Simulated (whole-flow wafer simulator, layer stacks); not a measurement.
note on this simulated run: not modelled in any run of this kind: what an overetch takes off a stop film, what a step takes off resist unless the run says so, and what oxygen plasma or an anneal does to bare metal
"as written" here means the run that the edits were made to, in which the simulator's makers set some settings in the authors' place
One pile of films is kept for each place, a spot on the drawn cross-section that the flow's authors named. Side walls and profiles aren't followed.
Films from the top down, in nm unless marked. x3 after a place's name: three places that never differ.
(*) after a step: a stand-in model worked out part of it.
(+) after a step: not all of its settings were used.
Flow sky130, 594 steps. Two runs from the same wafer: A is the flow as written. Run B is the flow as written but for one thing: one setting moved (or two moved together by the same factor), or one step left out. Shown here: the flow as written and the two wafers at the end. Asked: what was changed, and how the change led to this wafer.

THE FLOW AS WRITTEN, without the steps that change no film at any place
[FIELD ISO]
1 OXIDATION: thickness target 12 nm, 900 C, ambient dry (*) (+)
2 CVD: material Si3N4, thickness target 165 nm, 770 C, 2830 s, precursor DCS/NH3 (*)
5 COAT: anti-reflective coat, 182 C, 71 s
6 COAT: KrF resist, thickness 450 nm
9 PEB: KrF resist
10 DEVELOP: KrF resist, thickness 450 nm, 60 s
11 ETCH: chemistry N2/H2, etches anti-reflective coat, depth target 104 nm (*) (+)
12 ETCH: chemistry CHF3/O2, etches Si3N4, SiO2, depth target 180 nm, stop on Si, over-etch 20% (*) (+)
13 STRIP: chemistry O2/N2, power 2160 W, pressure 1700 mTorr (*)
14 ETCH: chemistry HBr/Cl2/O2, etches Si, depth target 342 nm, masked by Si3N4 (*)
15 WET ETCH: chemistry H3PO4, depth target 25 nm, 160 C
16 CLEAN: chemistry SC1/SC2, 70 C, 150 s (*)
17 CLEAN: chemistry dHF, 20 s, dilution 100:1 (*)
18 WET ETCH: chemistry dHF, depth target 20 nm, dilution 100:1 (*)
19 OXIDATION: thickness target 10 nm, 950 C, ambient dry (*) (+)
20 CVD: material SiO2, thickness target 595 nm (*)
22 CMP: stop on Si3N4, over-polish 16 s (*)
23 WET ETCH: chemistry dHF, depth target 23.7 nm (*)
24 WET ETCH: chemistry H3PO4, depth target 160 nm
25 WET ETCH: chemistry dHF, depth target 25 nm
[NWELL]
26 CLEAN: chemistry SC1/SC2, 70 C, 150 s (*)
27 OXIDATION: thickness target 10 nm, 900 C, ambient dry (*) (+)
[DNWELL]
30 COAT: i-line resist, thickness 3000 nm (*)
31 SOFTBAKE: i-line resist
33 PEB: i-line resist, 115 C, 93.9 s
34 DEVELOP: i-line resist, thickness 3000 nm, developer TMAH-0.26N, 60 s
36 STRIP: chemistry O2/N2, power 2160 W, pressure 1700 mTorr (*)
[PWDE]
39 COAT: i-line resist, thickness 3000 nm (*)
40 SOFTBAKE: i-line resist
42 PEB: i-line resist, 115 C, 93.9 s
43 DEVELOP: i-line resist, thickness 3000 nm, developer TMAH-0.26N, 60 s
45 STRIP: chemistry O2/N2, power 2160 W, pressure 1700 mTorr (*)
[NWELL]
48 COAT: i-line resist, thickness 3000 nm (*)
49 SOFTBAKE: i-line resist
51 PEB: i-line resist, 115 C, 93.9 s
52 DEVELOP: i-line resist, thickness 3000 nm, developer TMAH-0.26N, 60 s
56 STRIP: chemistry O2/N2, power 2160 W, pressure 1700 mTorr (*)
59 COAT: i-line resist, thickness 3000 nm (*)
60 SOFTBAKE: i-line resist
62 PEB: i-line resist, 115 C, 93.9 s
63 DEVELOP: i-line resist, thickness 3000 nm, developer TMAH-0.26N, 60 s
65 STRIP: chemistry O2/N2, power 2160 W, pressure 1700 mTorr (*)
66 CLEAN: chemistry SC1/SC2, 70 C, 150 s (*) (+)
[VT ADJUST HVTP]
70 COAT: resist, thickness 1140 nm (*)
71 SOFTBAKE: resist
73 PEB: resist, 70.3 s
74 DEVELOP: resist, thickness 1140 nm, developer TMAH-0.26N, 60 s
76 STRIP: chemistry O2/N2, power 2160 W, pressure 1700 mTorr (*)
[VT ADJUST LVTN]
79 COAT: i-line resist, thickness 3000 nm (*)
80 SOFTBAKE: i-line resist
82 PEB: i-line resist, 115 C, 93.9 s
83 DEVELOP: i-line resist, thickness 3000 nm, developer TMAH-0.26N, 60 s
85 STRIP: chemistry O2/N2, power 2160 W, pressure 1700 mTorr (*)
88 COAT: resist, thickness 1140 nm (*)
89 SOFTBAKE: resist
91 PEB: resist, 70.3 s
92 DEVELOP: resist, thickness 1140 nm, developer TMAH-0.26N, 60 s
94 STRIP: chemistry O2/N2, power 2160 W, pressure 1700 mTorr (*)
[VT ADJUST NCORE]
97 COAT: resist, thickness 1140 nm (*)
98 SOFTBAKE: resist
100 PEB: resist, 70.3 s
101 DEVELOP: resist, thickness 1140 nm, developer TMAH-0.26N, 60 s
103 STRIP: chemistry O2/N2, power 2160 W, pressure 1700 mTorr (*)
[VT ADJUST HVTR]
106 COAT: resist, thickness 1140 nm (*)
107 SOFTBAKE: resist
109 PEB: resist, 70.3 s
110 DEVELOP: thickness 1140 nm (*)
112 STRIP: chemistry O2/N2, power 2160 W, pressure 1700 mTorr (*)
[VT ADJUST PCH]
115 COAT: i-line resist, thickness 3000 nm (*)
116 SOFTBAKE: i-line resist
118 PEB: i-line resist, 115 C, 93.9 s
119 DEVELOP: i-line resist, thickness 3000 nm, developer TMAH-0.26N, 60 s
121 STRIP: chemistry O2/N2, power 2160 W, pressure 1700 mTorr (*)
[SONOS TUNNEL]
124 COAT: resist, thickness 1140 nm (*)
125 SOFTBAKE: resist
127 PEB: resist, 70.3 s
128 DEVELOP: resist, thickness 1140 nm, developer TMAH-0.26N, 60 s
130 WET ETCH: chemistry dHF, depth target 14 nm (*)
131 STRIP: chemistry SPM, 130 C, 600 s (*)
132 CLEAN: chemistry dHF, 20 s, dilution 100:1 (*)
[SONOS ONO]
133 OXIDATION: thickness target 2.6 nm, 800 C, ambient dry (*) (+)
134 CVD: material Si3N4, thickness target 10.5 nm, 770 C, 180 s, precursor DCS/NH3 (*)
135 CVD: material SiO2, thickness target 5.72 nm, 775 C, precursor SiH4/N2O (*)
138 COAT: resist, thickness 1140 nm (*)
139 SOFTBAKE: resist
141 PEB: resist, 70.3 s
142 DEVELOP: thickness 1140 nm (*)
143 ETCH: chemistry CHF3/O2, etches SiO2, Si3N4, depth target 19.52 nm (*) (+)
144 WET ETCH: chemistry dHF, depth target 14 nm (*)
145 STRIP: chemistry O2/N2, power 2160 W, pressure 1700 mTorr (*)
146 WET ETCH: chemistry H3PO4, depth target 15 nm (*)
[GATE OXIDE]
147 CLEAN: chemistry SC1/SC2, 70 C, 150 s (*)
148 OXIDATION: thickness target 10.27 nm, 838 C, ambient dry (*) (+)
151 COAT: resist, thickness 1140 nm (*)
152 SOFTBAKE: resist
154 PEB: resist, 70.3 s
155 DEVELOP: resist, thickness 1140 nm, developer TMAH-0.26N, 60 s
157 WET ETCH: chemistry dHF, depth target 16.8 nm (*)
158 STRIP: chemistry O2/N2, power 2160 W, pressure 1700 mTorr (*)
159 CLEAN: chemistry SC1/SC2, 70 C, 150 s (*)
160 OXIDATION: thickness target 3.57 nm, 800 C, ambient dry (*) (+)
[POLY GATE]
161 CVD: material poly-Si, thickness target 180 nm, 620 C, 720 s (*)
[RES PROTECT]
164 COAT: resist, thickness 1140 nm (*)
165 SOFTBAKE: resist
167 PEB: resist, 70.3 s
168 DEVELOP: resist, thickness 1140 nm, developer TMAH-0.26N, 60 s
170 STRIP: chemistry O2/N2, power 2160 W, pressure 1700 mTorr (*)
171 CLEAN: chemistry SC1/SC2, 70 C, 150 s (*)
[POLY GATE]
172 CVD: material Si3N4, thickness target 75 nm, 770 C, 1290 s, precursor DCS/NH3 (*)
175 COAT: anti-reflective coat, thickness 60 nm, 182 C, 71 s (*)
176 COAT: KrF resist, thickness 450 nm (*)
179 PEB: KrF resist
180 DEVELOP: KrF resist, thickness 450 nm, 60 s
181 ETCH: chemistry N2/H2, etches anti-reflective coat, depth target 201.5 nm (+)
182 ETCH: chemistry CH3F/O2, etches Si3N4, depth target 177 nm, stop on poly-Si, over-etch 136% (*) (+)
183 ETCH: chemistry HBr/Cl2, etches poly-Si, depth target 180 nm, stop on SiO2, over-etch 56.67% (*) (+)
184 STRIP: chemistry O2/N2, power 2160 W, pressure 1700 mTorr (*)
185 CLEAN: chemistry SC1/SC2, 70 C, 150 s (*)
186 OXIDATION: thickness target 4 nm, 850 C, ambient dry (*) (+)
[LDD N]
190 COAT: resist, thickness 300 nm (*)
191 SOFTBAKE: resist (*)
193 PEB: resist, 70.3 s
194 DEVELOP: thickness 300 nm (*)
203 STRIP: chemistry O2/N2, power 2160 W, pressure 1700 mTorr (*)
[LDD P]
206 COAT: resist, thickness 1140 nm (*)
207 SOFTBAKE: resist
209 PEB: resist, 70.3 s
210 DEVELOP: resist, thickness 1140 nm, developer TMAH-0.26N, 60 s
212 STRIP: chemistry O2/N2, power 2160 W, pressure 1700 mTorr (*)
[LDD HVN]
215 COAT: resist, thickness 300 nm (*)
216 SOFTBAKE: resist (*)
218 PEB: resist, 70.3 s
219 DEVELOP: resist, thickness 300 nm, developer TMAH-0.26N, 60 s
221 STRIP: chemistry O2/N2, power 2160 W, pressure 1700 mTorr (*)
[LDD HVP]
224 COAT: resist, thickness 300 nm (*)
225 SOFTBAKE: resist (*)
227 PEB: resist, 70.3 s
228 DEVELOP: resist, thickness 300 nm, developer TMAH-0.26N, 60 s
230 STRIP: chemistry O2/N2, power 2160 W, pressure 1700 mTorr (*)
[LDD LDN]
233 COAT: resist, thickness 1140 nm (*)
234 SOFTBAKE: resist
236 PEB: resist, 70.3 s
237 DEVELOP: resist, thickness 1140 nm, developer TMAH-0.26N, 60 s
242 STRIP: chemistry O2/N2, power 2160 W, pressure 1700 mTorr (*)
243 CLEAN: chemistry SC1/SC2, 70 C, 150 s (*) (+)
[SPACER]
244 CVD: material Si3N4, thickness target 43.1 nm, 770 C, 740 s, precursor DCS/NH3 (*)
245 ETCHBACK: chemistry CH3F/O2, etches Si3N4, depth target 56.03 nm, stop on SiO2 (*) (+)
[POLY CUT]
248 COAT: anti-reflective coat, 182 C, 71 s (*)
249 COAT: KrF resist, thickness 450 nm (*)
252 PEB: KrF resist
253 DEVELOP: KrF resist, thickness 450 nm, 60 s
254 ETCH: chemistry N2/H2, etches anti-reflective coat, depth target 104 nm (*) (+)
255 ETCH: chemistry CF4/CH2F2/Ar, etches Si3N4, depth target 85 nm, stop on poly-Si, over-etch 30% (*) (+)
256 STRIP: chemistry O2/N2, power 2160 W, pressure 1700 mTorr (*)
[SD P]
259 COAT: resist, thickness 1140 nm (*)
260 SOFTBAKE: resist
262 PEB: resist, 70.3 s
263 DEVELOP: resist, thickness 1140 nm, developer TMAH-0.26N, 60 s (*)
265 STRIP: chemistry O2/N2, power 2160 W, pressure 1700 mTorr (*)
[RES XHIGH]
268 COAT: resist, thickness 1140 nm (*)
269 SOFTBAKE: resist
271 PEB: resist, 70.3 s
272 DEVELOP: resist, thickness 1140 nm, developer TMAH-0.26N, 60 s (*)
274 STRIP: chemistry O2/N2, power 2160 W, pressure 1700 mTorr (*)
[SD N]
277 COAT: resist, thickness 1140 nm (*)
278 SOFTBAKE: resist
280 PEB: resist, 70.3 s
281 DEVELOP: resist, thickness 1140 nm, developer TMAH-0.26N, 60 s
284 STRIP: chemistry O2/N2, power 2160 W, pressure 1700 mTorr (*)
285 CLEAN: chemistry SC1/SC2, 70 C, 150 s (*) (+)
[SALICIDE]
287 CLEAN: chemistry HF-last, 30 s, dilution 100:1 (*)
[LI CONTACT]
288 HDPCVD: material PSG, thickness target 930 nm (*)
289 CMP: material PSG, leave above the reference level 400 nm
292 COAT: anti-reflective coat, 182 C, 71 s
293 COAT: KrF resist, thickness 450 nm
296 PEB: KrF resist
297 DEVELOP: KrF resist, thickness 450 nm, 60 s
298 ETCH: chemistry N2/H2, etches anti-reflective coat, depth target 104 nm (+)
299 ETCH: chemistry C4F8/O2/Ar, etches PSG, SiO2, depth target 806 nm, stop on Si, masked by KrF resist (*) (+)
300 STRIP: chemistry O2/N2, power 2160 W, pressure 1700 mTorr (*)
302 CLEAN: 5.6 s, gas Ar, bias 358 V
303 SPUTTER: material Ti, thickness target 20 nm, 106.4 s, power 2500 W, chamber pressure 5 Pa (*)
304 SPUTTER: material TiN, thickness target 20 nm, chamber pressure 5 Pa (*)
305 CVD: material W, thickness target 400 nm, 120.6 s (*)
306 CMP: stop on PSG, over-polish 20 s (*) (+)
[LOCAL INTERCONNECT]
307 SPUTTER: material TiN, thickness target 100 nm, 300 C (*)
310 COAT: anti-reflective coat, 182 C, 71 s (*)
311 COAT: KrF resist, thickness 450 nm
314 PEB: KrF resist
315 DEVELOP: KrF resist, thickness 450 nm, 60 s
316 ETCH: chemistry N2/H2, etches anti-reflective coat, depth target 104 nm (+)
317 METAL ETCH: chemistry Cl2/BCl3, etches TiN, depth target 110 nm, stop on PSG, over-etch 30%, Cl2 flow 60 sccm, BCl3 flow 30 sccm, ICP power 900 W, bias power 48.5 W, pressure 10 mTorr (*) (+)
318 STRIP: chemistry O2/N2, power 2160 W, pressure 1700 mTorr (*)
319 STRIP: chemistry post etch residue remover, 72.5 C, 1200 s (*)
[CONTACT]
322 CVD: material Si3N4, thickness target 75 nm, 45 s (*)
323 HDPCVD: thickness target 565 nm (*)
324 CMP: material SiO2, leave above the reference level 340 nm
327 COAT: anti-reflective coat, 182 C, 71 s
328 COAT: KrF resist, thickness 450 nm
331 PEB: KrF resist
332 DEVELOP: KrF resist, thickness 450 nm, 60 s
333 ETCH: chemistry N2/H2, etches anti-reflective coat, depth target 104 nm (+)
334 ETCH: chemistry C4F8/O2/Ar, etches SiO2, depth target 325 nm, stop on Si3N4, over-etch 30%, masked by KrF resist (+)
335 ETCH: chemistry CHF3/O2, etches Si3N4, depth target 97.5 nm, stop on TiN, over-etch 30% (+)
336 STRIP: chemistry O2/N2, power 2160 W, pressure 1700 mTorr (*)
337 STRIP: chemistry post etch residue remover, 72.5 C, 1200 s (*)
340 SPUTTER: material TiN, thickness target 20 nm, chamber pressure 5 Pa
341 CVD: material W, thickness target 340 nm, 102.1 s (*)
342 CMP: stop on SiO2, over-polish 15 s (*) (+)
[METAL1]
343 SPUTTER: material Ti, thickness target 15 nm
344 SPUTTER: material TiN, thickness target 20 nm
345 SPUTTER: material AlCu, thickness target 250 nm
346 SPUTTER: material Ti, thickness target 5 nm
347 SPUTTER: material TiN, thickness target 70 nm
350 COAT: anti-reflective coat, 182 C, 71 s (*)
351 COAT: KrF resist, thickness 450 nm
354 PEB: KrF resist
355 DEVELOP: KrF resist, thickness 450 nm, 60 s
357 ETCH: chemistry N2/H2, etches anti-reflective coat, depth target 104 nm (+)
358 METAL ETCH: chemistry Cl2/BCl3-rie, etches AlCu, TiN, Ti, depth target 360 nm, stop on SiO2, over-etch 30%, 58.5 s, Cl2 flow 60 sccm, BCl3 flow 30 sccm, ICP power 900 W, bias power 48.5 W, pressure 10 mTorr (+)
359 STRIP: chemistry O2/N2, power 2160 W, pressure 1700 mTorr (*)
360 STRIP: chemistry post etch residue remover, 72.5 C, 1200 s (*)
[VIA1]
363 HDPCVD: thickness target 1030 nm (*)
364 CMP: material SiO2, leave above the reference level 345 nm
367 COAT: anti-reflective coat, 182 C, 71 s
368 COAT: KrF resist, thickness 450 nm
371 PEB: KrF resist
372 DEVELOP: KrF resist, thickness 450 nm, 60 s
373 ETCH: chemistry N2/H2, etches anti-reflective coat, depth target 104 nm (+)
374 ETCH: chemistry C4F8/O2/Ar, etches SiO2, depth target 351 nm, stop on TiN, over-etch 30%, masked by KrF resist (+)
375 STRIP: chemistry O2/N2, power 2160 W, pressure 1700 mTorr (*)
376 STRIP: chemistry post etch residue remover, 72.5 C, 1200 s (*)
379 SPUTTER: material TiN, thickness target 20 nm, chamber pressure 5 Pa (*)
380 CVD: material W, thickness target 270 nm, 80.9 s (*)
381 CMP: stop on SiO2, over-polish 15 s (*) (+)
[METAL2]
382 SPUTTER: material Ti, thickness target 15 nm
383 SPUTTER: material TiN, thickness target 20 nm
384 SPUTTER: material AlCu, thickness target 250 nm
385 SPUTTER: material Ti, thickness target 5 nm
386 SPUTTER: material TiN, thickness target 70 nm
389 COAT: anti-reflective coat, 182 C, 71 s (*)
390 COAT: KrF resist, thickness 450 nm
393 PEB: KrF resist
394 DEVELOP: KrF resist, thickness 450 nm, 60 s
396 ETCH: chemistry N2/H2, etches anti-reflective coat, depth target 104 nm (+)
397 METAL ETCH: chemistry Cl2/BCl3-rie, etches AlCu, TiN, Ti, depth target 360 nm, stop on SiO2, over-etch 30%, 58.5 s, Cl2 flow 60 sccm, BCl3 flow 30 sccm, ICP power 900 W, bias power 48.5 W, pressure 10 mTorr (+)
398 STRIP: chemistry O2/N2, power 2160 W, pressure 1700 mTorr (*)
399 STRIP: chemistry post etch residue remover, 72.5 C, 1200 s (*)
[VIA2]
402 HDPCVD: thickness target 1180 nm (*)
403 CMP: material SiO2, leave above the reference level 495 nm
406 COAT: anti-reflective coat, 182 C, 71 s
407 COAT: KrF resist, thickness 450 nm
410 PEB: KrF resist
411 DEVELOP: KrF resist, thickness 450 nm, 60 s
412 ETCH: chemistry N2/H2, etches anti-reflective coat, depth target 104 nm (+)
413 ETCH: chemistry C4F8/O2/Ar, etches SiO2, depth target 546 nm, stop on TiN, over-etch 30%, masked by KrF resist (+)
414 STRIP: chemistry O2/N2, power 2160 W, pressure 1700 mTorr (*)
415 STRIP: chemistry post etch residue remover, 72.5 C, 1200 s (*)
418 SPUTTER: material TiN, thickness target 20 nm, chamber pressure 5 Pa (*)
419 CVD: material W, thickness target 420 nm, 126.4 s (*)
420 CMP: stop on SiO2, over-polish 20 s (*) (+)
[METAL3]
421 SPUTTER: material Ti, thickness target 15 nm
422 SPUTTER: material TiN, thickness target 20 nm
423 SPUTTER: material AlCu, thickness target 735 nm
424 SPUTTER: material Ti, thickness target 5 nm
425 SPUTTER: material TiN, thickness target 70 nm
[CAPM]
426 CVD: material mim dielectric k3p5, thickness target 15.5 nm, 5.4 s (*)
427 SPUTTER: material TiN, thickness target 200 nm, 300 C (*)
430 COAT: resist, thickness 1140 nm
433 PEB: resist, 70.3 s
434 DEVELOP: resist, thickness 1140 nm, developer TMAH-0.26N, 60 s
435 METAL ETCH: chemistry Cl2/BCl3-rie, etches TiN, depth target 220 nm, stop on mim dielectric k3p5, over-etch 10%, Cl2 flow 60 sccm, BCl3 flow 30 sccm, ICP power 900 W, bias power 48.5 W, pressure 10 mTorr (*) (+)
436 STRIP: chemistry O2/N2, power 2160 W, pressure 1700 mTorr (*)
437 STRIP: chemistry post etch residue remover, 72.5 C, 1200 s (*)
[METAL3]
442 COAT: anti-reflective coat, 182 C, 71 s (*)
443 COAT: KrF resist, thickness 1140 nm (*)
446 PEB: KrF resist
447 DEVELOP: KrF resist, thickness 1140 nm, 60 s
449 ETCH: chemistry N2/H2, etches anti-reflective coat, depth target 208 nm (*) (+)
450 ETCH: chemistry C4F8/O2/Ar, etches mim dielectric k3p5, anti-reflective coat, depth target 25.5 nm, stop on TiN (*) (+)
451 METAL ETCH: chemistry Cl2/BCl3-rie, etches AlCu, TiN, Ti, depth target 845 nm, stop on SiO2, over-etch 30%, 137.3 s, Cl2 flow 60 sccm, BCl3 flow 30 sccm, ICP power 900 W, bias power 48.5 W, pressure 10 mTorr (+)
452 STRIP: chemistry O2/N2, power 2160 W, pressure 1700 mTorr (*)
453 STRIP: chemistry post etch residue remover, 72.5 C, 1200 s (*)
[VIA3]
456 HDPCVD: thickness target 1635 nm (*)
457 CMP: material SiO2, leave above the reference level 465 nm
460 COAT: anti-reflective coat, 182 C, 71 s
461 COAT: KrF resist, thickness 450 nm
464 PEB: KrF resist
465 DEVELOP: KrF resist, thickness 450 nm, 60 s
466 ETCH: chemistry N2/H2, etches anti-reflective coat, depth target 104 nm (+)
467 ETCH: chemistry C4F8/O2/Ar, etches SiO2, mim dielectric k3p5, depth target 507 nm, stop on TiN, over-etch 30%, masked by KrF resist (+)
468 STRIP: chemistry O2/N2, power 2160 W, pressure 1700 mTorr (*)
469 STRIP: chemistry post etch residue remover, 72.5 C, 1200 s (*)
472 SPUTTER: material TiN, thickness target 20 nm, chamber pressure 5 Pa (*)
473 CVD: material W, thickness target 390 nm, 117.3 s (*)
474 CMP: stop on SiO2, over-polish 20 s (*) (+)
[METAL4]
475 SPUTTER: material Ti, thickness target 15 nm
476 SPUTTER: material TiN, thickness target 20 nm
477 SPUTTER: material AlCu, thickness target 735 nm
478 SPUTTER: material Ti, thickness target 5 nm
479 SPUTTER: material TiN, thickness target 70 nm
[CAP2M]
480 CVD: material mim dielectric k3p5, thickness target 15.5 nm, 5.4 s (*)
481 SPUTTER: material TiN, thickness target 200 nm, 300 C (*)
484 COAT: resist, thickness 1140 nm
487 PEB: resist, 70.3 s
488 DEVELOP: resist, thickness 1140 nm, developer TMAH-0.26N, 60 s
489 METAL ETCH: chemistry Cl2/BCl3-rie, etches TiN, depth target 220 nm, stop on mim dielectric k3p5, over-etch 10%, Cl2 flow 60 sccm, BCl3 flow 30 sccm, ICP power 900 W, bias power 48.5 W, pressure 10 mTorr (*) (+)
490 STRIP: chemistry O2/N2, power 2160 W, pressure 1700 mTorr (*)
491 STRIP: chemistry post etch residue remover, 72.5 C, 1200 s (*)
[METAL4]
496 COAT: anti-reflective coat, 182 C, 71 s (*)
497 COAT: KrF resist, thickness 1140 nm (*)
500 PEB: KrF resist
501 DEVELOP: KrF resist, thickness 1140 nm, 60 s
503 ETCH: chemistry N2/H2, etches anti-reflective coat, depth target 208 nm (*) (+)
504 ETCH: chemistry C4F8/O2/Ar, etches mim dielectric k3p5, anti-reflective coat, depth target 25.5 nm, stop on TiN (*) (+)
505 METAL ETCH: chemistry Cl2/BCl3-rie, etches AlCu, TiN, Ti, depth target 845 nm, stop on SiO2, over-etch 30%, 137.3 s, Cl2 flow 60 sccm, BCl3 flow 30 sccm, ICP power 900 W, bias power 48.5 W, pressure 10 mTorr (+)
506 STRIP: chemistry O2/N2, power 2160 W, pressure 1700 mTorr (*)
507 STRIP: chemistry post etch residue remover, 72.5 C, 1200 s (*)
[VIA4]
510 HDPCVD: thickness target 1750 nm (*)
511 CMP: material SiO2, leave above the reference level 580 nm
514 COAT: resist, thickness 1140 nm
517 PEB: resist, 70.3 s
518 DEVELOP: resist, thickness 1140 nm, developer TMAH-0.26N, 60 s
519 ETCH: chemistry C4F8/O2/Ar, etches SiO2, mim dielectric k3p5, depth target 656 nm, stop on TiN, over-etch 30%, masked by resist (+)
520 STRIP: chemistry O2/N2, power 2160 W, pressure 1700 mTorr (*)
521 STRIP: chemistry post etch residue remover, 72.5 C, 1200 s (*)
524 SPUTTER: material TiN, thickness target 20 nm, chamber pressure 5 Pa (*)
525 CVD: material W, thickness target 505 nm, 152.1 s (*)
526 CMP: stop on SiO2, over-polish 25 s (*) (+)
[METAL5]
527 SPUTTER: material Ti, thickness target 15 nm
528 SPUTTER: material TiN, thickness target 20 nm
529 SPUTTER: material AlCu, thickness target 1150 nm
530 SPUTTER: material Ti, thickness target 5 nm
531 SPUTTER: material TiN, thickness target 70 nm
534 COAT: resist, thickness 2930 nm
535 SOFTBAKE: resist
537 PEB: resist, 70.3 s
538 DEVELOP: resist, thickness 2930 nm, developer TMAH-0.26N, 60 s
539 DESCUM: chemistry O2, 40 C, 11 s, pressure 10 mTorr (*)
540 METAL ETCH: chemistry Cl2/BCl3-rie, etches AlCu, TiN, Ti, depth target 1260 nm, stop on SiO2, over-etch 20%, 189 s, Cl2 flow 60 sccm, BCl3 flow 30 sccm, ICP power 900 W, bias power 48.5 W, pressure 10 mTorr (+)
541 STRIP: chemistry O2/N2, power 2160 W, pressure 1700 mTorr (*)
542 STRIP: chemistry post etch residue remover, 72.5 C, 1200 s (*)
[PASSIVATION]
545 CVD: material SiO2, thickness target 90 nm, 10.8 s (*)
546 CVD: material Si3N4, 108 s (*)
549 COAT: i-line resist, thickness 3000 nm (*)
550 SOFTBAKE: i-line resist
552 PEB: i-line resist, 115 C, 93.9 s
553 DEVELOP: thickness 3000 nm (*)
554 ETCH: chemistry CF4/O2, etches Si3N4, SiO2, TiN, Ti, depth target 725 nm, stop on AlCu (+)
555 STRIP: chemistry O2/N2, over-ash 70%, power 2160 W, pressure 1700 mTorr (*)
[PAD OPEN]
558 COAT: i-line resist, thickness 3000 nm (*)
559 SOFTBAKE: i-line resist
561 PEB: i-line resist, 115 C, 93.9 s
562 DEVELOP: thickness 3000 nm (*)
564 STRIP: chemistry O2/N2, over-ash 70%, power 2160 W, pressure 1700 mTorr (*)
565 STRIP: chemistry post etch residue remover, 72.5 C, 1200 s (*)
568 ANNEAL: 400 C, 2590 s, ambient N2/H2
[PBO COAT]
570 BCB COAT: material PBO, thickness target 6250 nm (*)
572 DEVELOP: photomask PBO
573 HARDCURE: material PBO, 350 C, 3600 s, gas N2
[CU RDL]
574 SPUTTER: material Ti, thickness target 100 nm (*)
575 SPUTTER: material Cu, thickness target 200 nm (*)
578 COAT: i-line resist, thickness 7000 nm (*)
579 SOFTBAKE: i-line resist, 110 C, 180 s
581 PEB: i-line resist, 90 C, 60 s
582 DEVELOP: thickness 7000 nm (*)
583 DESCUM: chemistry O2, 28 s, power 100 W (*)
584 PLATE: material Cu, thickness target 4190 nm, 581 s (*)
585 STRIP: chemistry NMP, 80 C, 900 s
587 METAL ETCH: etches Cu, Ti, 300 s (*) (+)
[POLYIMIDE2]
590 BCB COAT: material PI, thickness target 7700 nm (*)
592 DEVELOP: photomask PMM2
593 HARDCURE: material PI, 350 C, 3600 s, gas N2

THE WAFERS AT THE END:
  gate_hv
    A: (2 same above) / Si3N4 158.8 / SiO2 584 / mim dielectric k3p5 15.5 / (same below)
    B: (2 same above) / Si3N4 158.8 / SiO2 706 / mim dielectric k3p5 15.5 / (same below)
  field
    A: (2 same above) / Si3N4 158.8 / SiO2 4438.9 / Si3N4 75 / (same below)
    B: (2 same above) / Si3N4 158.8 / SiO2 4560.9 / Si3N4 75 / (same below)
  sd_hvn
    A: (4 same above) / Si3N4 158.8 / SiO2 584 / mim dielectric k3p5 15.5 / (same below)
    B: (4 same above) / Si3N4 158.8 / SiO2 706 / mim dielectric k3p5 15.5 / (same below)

The cause: step 511, CMP: leave above the reference level 702 nm was run, where the flow has leave above the reference level 580 nm.

How the change led to this, step by step:
  511 CMP: material SiO2, leave above the reference level 580 nm
      n_well, p_well, gate_hv and 99 more: A SiO2 -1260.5 | B SiO2 -1138.5
      field, active, gate and 77 more: A SiO2 -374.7 | B SiO2 -252.7
      (and at 11 more places)
  519 ETCH: chemistry C4F8/O2/Ar, etches SiO2, mim dielectric k3p5, depth target 656 nm, stop on TiN, over-etch 30%, masked by resist (+)
      m1: A SiO2 -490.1 (all of it), mim dielectric k3p5 -15.5 (all of it) | B SiO2 -612.1 (all of it), mim dielectric k3p5 -15.5 (all of it)
      via4_hole: A SiO2 -489.5 (all of it), mim dielectric k3p5 -15.5 (all of it) | B SiO2 -611.5 (all of it), mim dielectric k3p5 -15.5 (all of it)
  524 SPUTTER: material TiN, thickness target 20 nm, chamber pressure 5 Pa (*)
      m1, via4_hole: A TiN +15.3 | B TiN +14.5
  525 CVD: material W, thickness target 505 nm, 152.1 s (*)
      m1: A W +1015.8 (new film) | B W +1138.5 (new film)
      via4_hole: A W +1015.2 (new film) | B W +1137.9 (new film)
